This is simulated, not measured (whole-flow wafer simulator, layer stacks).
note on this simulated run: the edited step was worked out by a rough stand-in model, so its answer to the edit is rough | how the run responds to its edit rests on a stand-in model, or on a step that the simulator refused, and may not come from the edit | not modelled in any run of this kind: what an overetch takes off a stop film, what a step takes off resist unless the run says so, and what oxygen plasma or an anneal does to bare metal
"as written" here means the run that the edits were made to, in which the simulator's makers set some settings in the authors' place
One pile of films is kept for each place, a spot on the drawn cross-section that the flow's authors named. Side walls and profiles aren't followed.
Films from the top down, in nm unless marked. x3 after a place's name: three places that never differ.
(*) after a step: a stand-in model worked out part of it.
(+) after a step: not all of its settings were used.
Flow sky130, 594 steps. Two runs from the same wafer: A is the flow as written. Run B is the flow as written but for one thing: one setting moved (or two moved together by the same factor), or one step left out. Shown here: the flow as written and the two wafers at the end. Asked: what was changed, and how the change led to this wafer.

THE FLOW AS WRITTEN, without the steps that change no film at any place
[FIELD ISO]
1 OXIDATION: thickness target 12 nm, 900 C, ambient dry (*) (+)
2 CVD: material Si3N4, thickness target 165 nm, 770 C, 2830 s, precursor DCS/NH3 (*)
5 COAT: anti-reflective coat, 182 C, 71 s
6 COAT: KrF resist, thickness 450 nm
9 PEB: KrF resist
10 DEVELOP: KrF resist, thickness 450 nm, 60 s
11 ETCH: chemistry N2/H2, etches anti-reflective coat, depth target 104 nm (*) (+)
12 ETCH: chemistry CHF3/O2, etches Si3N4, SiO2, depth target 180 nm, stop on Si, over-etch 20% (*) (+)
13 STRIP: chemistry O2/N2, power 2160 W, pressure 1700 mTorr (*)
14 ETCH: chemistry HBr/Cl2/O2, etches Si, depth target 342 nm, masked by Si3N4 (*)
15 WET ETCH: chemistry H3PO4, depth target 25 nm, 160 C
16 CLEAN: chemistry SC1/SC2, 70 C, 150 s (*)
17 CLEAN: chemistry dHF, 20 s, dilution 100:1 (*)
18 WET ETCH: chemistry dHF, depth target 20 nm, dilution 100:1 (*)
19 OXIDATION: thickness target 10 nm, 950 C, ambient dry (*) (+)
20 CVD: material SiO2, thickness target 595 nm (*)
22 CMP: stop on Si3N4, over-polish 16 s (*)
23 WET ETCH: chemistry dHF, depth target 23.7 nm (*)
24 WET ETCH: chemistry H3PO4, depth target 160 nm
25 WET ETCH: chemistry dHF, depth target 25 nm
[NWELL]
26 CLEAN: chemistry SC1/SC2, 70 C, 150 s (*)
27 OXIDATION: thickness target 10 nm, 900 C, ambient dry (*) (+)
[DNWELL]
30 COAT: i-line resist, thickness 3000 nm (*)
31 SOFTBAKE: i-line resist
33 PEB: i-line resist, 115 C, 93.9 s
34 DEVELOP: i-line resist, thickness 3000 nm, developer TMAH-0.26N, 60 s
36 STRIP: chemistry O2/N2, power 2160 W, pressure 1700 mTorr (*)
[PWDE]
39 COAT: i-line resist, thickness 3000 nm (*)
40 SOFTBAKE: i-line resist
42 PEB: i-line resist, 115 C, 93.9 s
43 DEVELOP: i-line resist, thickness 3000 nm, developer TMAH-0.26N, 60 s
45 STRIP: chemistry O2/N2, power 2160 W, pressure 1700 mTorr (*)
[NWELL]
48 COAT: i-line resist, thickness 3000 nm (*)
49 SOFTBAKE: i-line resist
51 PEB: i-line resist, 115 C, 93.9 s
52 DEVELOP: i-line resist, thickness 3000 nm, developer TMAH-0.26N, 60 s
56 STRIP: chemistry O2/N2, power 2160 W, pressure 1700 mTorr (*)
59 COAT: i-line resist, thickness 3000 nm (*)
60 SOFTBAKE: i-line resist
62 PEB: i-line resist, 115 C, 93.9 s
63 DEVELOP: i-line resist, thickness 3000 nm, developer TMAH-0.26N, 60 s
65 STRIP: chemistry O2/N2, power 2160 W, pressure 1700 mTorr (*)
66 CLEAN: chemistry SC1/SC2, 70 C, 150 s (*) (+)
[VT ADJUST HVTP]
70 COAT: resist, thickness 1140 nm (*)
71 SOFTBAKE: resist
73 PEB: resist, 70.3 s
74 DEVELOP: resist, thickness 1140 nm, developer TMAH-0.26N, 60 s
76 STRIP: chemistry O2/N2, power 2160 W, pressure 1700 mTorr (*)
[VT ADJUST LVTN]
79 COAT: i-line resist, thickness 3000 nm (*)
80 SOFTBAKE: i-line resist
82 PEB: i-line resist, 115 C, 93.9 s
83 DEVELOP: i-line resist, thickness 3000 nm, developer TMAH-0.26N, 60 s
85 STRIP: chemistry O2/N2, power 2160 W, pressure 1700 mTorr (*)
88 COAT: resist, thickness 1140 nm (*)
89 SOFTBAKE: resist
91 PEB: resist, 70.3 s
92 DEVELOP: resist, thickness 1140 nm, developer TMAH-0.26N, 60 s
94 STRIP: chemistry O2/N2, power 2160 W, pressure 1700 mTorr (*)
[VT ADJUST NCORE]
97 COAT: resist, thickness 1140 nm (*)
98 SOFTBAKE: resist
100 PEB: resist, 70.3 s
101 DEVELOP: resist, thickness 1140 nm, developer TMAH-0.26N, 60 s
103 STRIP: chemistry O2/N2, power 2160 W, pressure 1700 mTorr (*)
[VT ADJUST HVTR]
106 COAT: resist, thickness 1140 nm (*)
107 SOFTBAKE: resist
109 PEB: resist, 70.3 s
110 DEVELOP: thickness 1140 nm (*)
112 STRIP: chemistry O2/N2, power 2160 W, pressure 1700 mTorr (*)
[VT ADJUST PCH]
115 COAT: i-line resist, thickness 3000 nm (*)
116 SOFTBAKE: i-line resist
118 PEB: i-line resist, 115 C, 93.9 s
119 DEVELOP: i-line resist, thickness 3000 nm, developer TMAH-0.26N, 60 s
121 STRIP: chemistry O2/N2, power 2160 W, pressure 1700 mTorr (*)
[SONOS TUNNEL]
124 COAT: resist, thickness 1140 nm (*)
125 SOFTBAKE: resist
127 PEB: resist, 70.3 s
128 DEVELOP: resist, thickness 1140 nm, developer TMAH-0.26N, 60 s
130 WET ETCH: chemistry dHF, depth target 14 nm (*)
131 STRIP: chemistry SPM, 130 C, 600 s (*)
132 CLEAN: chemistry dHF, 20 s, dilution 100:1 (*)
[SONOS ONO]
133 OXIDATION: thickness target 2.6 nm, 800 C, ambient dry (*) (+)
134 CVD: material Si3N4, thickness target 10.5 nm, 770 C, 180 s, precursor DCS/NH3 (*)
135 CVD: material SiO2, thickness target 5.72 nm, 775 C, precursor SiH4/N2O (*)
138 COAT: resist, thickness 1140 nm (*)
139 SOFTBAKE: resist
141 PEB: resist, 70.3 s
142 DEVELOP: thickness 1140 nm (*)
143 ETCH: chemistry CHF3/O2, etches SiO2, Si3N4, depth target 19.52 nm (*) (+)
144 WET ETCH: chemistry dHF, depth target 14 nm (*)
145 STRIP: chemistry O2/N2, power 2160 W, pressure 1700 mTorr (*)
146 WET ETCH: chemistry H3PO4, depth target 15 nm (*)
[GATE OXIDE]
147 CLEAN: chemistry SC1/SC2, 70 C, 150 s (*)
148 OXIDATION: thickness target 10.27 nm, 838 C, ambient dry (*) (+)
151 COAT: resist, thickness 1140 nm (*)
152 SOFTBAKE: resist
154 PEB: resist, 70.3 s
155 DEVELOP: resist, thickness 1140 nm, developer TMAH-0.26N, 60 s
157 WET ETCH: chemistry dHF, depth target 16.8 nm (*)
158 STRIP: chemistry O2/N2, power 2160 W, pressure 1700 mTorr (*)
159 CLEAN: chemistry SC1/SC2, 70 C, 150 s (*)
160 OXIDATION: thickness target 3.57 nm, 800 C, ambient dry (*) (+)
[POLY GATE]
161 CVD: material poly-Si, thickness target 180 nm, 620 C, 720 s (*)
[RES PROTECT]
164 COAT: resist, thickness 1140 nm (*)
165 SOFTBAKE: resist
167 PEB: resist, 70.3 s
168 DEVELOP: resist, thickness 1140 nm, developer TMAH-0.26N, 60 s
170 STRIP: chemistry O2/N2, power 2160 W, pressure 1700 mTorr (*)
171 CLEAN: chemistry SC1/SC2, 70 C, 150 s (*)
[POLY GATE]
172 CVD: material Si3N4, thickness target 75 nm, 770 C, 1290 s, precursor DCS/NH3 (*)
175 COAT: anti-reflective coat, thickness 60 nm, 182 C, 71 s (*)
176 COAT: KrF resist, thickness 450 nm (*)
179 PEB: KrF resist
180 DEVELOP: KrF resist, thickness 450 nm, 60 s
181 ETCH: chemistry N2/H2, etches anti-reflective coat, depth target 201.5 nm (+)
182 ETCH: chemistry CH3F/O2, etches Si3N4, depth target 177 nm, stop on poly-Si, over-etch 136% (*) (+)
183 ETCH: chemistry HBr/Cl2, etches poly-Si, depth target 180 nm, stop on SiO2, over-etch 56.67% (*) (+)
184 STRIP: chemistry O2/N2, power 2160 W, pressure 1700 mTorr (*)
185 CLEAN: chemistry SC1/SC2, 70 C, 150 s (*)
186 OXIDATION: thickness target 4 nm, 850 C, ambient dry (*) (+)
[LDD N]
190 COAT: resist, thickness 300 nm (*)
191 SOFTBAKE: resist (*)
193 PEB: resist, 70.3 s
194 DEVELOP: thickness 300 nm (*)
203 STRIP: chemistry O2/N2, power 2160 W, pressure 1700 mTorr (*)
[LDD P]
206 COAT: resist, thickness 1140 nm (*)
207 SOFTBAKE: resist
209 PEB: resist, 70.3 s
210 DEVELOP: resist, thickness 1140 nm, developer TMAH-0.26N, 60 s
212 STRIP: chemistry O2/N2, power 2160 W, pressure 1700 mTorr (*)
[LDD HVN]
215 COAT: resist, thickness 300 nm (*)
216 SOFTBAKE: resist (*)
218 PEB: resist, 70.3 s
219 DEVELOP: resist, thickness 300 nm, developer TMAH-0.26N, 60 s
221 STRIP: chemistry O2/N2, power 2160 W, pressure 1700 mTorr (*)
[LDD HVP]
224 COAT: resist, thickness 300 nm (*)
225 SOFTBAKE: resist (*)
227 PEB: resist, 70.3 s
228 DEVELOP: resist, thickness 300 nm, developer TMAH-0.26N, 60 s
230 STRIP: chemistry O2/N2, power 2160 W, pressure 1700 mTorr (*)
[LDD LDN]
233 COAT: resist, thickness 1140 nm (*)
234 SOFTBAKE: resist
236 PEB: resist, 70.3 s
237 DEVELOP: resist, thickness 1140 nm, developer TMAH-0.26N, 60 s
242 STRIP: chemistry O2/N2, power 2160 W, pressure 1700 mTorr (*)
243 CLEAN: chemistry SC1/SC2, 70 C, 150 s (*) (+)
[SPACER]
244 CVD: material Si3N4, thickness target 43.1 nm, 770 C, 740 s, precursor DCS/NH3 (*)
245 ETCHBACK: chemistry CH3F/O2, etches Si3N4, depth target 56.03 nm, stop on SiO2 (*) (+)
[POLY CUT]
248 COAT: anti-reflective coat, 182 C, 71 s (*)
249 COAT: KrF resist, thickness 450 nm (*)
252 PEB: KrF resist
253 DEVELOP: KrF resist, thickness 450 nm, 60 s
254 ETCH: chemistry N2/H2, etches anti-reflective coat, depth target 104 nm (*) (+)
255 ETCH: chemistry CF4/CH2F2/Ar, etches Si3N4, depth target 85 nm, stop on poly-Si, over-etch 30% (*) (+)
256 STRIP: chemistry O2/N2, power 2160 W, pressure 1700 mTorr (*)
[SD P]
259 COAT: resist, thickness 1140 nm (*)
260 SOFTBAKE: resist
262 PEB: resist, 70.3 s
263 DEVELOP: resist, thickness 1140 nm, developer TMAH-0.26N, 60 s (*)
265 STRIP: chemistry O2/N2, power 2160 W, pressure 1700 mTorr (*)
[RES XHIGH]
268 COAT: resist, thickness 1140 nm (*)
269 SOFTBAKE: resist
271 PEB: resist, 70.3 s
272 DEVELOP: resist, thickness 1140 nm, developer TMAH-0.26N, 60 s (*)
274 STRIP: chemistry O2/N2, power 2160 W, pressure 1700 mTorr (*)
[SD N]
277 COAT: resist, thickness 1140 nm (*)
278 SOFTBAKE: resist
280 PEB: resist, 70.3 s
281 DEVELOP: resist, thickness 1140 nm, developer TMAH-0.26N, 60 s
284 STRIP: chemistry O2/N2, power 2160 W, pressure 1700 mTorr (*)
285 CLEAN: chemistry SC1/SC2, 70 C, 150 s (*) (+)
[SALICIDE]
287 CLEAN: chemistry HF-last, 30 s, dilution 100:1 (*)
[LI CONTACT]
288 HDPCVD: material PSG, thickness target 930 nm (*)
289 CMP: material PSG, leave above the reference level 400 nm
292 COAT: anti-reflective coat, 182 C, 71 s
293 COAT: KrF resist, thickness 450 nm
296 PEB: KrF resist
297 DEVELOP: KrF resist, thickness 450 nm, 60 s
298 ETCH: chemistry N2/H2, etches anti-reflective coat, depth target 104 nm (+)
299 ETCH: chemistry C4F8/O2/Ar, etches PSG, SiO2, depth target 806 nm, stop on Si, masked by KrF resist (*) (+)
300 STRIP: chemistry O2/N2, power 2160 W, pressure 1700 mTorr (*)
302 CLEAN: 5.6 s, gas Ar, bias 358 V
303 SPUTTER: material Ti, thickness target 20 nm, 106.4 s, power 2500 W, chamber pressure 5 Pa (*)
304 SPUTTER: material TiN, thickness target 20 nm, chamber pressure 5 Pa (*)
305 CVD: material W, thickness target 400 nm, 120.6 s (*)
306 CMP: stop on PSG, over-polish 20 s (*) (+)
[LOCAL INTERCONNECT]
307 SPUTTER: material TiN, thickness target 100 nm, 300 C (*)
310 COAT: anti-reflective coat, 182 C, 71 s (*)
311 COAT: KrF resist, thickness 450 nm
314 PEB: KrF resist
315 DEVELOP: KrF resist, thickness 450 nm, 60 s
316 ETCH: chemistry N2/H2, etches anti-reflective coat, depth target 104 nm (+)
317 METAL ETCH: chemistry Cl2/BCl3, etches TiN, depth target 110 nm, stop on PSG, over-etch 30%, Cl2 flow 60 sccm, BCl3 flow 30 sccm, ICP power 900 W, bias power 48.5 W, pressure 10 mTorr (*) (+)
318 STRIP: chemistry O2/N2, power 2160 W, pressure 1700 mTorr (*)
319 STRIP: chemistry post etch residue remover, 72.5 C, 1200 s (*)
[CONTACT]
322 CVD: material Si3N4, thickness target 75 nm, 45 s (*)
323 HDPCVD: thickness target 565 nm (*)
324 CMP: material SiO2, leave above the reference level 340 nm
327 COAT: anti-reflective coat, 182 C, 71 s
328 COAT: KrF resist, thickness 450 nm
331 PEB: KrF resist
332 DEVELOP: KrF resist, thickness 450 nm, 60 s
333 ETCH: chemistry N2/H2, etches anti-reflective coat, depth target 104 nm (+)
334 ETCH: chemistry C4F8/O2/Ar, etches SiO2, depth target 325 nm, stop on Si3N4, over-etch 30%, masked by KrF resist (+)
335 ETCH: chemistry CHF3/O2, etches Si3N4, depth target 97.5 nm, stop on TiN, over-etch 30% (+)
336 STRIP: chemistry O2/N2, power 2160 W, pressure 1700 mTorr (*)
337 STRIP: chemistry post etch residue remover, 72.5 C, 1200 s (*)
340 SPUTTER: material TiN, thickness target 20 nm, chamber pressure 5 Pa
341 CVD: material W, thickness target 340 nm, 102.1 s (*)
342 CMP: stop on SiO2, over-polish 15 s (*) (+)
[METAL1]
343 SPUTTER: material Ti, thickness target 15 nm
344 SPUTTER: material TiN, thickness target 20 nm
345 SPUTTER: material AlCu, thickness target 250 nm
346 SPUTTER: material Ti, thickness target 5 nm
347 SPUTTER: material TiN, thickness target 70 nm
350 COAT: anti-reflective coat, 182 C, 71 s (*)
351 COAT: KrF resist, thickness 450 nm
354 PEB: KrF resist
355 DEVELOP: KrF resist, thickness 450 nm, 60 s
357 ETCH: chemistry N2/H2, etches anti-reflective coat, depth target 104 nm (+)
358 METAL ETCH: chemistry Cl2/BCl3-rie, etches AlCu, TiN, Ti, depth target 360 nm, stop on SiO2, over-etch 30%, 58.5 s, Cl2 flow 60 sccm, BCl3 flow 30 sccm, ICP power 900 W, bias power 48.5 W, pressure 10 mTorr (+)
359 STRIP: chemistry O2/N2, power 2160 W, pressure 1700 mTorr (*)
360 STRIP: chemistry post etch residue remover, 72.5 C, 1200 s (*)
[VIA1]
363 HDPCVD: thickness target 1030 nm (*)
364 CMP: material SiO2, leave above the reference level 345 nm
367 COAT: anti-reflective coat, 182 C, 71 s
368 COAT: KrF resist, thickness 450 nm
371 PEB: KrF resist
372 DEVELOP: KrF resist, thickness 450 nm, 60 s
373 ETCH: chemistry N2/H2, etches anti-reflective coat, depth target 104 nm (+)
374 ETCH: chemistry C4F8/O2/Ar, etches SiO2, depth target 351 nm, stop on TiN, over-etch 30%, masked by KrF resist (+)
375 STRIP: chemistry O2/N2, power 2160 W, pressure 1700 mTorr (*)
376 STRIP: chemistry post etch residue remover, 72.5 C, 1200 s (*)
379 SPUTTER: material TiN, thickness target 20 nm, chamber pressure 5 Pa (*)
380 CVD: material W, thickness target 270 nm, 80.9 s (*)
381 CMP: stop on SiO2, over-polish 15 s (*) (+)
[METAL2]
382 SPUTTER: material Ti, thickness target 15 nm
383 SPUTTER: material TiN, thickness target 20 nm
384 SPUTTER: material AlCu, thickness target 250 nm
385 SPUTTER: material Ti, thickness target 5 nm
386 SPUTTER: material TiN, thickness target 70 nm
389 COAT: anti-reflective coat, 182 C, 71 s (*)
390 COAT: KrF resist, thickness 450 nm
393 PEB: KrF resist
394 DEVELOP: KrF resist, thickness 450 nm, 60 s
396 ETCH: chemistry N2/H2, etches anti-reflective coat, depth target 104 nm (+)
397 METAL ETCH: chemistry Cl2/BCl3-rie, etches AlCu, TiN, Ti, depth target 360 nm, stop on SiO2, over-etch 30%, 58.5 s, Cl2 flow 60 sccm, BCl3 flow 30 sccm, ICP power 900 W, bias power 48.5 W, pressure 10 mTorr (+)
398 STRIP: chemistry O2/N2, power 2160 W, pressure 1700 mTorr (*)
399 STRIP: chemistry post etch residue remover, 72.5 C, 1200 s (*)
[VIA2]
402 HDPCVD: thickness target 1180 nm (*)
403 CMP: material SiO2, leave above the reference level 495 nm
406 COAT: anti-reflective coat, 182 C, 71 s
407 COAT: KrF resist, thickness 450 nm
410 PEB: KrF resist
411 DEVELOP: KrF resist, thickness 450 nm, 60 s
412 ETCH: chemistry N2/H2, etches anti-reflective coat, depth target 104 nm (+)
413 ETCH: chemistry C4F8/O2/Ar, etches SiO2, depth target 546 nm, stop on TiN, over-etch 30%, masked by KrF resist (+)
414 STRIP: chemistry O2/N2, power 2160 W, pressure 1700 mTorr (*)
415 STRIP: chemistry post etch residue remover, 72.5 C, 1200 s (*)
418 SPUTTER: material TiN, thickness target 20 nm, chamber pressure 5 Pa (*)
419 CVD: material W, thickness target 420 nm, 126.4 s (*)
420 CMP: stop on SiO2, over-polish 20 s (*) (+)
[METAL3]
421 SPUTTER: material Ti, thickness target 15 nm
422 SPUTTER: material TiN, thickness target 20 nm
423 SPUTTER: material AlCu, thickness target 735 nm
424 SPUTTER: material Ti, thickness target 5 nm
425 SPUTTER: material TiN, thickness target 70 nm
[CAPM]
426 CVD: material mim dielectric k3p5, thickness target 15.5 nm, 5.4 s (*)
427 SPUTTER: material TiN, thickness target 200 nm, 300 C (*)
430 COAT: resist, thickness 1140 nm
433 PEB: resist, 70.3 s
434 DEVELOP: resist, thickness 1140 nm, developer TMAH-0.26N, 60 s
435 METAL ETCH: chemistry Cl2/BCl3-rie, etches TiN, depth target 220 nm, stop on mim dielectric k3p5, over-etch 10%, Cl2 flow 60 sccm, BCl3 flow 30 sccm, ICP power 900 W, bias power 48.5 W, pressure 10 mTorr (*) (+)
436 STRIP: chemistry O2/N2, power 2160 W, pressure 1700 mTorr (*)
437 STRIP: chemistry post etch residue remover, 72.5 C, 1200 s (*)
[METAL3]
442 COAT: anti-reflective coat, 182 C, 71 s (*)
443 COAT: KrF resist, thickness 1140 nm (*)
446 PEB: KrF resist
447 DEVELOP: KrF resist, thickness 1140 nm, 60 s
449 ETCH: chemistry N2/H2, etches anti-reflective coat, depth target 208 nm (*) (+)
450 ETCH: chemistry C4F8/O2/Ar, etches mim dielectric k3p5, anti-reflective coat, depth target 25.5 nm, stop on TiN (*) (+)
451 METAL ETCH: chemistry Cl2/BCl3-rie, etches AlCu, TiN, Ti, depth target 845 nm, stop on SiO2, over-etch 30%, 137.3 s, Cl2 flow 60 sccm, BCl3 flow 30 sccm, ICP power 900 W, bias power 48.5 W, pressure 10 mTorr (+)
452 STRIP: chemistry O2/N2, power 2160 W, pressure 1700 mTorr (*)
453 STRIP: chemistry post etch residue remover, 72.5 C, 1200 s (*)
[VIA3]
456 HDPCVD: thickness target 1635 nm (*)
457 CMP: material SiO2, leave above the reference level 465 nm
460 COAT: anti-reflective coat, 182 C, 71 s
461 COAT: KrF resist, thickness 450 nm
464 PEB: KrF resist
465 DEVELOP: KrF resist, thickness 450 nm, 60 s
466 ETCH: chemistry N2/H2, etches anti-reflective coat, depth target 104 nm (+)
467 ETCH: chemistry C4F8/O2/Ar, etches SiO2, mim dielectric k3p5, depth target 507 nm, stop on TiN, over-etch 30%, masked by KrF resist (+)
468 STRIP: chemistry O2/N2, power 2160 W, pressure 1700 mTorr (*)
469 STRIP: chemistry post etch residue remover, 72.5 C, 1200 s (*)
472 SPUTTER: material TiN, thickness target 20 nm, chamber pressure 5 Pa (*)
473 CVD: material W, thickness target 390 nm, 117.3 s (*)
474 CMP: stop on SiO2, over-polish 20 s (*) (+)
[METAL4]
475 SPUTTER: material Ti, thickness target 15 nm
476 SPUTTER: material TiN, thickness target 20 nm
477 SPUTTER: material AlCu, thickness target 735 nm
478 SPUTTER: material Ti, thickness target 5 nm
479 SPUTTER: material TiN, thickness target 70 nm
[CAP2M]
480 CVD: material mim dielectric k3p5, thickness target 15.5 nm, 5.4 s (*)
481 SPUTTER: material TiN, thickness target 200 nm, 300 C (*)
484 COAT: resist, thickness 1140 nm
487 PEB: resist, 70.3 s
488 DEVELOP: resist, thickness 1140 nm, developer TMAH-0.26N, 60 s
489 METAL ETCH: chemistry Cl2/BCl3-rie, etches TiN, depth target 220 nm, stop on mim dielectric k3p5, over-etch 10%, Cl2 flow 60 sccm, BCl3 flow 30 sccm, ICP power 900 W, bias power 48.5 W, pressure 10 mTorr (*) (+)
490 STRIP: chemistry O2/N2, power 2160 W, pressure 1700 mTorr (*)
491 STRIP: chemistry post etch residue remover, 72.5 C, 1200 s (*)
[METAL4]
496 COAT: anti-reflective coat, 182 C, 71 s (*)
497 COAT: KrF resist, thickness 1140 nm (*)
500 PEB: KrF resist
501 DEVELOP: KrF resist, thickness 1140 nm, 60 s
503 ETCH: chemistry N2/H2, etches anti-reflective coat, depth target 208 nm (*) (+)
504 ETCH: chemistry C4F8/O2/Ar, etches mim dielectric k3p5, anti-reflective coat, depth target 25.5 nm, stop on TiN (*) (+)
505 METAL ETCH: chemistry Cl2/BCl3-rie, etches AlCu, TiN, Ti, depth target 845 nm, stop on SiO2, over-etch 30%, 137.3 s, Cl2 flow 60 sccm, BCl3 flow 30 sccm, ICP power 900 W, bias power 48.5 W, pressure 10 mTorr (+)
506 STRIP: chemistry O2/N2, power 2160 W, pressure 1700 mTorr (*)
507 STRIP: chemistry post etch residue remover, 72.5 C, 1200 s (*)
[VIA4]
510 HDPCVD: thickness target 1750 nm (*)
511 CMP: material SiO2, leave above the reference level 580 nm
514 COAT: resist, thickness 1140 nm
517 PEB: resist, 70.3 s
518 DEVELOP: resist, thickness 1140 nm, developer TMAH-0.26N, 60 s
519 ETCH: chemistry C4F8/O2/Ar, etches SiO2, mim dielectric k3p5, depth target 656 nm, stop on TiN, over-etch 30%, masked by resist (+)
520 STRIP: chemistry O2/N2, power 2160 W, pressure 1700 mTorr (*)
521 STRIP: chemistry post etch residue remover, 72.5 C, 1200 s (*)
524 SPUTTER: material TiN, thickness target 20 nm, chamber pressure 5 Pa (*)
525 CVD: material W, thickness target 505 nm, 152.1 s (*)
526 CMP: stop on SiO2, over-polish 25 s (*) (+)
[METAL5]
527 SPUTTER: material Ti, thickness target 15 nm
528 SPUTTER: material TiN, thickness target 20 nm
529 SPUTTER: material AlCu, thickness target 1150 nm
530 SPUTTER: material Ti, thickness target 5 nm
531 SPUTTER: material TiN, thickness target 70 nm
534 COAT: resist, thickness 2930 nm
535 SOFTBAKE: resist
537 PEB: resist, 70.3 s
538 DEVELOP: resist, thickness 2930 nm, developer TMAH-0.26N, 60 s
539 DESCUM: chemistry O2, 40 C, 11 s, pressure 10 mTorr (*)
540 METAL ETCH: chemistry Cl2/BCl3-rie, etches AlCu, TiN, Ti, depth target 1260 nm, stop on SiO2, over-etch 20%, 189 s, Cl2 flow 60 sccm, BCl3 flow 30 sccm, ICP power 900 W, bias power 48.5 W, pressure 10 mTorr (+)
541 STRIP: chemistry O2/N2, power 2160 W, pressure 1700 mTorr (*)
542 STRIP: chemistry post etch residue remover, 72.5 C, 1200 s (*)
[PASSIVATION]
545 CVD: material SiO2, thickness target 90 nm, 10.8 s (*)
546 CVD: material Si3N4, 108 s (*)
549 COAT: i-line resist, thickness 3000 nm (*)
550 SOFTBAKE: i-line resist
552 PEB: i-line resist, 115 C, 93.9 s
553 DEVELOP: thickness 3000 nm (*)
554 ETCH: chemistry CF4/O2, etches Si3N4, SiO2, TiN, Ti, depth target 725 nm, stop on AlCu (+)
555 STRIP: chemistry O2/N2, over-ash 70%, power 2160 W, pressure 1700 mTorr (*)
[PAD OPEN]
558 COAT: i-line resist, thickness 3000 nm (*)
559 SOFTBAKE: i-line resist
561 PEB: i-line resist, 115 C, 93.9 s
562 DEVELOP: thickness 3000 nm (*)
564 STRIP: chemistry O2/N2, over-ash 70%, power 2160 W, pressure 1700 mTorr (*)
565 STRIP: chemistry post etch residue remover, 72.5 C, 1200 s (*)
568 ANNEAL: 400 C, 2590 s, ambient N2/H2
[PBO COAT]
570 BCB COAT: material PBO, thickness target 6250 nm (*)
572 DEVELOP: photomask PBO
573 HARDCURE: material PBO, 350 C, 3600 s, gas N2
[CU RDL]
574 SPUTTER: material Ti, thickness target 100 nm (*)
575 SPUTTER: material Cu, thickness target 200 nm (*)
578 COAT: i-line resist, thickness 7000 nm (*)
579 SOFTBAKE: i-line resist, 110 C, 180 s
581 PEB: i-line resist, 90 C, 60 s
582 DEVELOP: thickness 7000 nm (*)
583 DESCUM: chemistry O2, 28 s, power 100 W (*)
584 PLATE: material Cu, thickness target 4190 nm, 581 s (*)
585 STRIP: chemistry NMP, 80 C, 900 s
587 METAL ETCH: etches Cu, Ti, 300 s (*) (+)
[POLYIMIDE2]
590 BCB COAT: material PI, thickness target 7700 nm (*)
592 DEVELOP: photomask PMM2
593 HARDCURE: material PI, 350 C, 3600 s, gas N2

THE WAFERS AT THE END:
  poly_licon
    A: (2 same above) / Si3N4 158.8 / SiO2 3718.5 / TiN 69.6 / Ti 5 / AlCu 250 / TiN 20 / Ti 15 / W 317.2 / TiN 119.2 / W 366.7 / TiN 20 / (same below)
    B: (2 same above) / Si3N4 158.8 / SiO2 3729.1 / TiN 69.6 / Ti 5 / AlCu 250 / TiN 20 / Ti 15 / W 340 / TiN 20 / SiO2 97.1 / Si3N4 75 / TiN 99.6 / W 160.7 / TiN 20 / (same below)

The cause: step 305, CVD: thickness target 160 nm was run, where the flow has thickness target 400 nm; step 305, CVD: 48.22 s was run, where the flow has 120.6 s.

How the change led to this, step by step:
  305 CVD: material W, thickness target 400 nm, 120.6 s (*)
      field, active, n_well and 185 more: A W +400 (new film) | B W +160.7 (new film)
      ndiff_licon: A W +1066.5 (new film) | B W +827.3 (new film)
      (and at 2 more places)
  306 CMP: stop on PSG, over-polish 20 s (*) (+)
      poly_licon: A W -33.3 | B nothing
      field, active, n_well and 184 more: A W -400 (all of it), TiN -20 (all of it), Ti -20 (all of it), PSG -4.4 | B W -160.7 (all of it), TiN -20 (all of it), Ti -20 (all of it), PSG -4.4
      (and at 3 more places)
  310 COAT: anti-reflective coat, 182 C, 71 s (*)
      poly_licon: A anti-reflective coat +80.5 (new film) | B anti-reflective coat +286.4 (new film)
  318 STRIP: chemistry O2/N2, power 2160 W, pressure 1700 mTorr (*)
      poly_licon: A KrF resist -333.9 (all of it), anti-reflective coat -80.5 (all of it) | B KrF resist -333.9 (all of it), anti-reflective coat -286.4 (all of it)
  324 CMP: material SiO2, leave above the reference level 340 nm
      poly_licon: A SiO2 -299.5 | B SiO2 -93.5
  334 ETCH: chemistry C4F8/O2/Ar, etches SiO2, depth target 325 nm, stop on Si3N4, over-etch 30%, masked by KrF resist (+)
      poly_licon: A SiO2 -264.9 (all of it) | B SiO2 -325
  335 ETCH: chemistry CHF3/O2, etches Si3N4, depth target 97.5 nm, stop on TiN, over-etch 30% (+)
      poly_licon: A Si3N4 -75 (all of it) | B SiO2 -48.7
  340 SPUTTER: material TiN, thickness target 20 nm, chamber pressure 5 Pa
      poly_licon: A TiN +20 | B TiN +20 (new film)
  342 CMP: stop on SiO2, over-polish 15 s (*) (+)
      poly_licon: A W -22.8 | B nothing
  350 COAT: anti-reflective coat, 182 C, 71 s (*)
      poly_licon: A anti-reflective coat +80.5 (new film) | B anti-reflective coat +91.1 (new film)
  359 STRIP: chemistry O2/N2, power 2160 W, pressure 1700 mTorr (*)
      poly_licon: A KrF resist -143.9 (all of it), anti-reflective coat -80.5 (all of it) | B KrF resist -143.9 (all of it), anti-reflective coat -91.1 (all of it)
Counting metal films that touch as one body, poly_licon has 3 bodies (between them, from the top down: SiO2 97.1 / Si3N4 75; void 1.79); the flow as written gives 2 bodies (between them, from the top down: void 1.79).
